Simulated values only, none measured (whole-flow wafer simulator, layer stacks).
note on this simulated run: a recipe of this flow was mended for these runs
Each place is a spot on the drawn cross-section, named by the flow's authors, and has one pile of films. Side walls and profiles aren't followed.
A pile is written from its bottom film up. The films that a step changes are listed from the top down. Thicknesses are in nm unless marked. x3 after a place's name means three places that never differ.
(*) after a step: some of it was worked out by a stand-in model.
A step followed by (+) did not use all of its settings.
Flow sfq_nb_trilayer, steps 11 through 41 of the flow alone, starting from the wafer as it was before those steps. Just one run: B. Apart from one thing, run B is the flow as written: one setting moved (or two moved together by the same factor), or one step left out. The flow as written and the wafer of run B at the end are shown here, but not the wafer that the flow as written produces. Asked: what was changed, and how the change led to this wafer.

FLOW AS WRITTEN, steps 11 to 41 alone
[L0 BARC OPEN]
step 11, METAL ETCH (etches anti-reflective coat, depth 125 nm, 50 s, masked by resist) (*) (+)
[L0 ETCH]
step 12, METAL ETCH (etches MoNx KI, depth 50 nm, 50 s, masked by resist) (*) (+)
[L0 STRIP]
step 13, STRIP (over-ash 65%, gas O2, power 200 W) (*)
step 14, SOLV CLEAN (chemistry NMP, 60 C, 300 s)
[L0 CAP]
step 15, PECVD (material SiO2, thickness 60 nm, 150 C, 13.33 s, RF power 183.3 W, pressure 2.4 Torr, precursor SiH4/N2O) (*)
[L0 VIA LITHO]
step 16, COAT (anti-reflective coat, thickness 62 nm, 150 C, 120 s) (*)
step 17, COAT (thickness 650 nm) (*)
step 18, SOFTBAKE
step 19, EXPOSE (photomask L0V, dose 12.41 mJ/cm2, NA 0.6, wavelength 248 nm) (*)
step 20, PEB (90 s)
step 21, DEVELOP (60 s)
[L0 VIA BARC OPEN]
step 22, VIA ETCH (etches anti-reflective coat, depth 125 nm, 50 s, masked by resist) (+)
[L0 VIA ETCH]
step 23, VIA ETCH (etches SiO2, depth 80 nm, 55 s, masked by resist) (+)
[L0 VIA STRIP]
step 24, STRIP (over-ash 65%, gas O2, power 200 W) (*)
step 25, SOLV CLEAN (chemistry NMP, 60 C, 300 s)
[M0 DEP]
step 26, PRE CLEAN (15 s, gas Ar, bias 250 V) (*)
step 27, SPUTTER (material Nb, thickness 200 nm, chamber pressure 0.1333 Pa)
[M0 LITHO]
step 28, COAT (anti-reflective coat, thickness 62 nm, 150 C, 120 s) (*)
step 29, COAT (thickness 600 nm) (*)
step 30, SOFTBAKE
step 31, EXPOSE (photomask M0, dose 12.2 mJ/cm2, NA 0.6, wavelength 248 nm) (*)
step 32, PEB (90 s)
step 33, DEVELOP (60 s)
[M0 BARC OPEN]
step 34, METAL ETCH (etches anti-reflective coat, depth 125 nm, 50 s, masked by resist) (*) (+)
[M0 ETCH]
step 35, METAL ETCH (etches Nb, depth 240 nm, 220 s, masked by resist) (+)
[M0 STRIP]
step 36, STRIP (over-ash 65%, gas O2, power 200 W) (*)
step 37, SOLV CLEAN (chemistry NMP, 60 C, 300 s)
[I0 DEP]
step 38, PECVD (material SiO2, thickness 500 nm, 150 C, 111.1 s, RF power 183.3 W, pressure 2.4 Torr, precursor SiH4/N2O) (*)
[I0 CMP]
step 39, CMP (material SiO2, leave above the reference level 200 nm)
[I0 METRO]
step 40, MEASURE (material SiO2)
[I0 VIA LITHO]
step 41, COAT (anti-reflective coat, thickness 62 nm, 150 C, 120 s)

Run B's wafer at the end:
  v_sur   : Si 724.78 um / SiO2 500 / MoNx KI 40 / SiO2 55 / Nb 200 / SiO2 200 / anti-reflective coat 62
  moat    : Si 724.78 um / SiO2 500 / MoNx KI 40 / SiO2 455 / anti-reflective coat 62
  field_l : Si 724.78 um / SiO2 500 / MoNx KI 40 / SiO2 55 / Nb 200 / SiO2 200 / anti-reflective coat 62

The reason: step 12, METAL ETCH: etches MoNx KI, depth 50 nm, 50 s, masked by resist (*) (+), was skipped.

Step by step, how the change led to this:
  step 13, STRIP (over-ash 65%, gas O2, power 200 W) (*)
      field_l, l0_sur, l0v, l0r_line_l, l0r_line_c, l0r_line_r: KrF-resist-other-grade loses 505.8 (all of it), anti-reflective coat loses 62 (all of it) (it would be, as written: KrF-resist-other-grade loses 464.1 (all of it), anti-reflective coat loses 62 (all of it))
  step 15, PECVD (material SiO2, thickness 60 nm, 150 C, 13.33 s, RF power 183.3 W, pressure 2.4 Torr, precursor SiH4/N2O) (*)
      v_sur, via_wl, via_w and 97 more: SiO2 gains 60 (new film) (it would be, as written: SiO2 gains 60)
  step 16, COAT (anti-reflective coat, thickness 62 nm, 150 C, 120 s) (*)
      via_v, be_sur, gap and 9 more: anti-reflective coat gains 62 (new film) (it would be, as written: anti-reflective coat gains 63.8 (new film))
      l0r_line_l, l0r_line_c, l0r_line_r: anti-reflective coat gains 62 (new film) (it would be, as written: anti-reflective coat gains 56.2 (new film))
      (and at 15 other places as well)
  step 22, VIA ETCH (etches anti-reflective coat, depth 125 nm, 50 s, masked by resist) (+)
      l0v: anti-reflective coat loses 62 (all of it), SiO2 loses 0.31 (it would be, as written: anti-reflective coat loses 57.9 (all of it), SiO2 loses 0.34)
  step 24, STRIP (over-ash 65%, gas O2, power 200 W) (*)
      gap, jj_sur, ce_l, c5j, be_r, r_sur, res: KrF-resist-other-grade loses 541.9 (all of it), anti-reflective coat loses 62 (all of it) (it would be, as written: KrF-resist-other-grade loses 547.9 (all of it), anti-reflective coat loses 63.8 (all of it))
      l0r_line_l, l0r_line_c, l0r_line_r: KrF-resist-other-grade loses 541.9 (all of it), anti-reflective coat loses 62 (all of it) (it would be, as written: KrF-resist-other-grade loses 540.5 (all of it), anti-reflective coat loses 56.2 (all of it))
      (and at 19 other places as well)
  step 28, COAT (anti-reflective coat, thickness 62 nm, 150 C, 120 s) (*)
      be_sur, gap, jj_sur and 8 more: anti-reflective coat gains 61.9 (new film) (it would be, as written: anti-reflective coat gains 63.7 (new film))
      via_v, be, moat: anti-reflective coat gains 61.9 (new film) (it would be, as written: anti-reflective coat gains 63.8 (new film))
      (and at 16 other places as well)
  step 34, METAL ETCH (etches anti-reflective coat, depth 125 nm, 50 s, masked by resist) (*) (+)
      moat: anti-reflective coat loses 61.9 (all of it) (it would be, as written: anti-reflective coat loses 63.8 (all of it))
  step 36, STRIP (over-ash 65%, gas O2, power 200 W) (*)
      ce_r, sp_r, be_r, r_sur: KrF-resist-other-grade loses 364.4 (all of it), anti-reflective coat loses 61.9 (all of it) (it would be, as written: KrF-resist-other-grade loses 370.4 (all of it), anti-reflective coat loses 63.7 (all of it))
      c5j, res, r_end: KrF-resist-other-grade loses 364.4 (all of it), anti-reflective coat loses 61.9 (all of it) (it would be, as written: KrF-resist-other-grade loses 370.5 (all of it), anti-reflective coat loses 63.7 (all of it))
      (and at 25 other places as well)
  step 39, CMP (material SiO2, leave above the reference level 200 nm)
      field_l, l0_sur, l0r_line_l, l0r_line_c, l0r_line_r: SiO2 loses 300 (it would be, as written: SiO2 loses 342)
      l0v: SiO2 loses 235.4 (it would be, as written: SiO2 loses 277.4)
Taking metal films that touch as one body, v_sur has 2 bodies (between them, from the top down: SiO2 55); the flow as written gives 1 body.
Taking metal films that touch as one body, moat has 1 body; the flow as written gives 0 bodies.
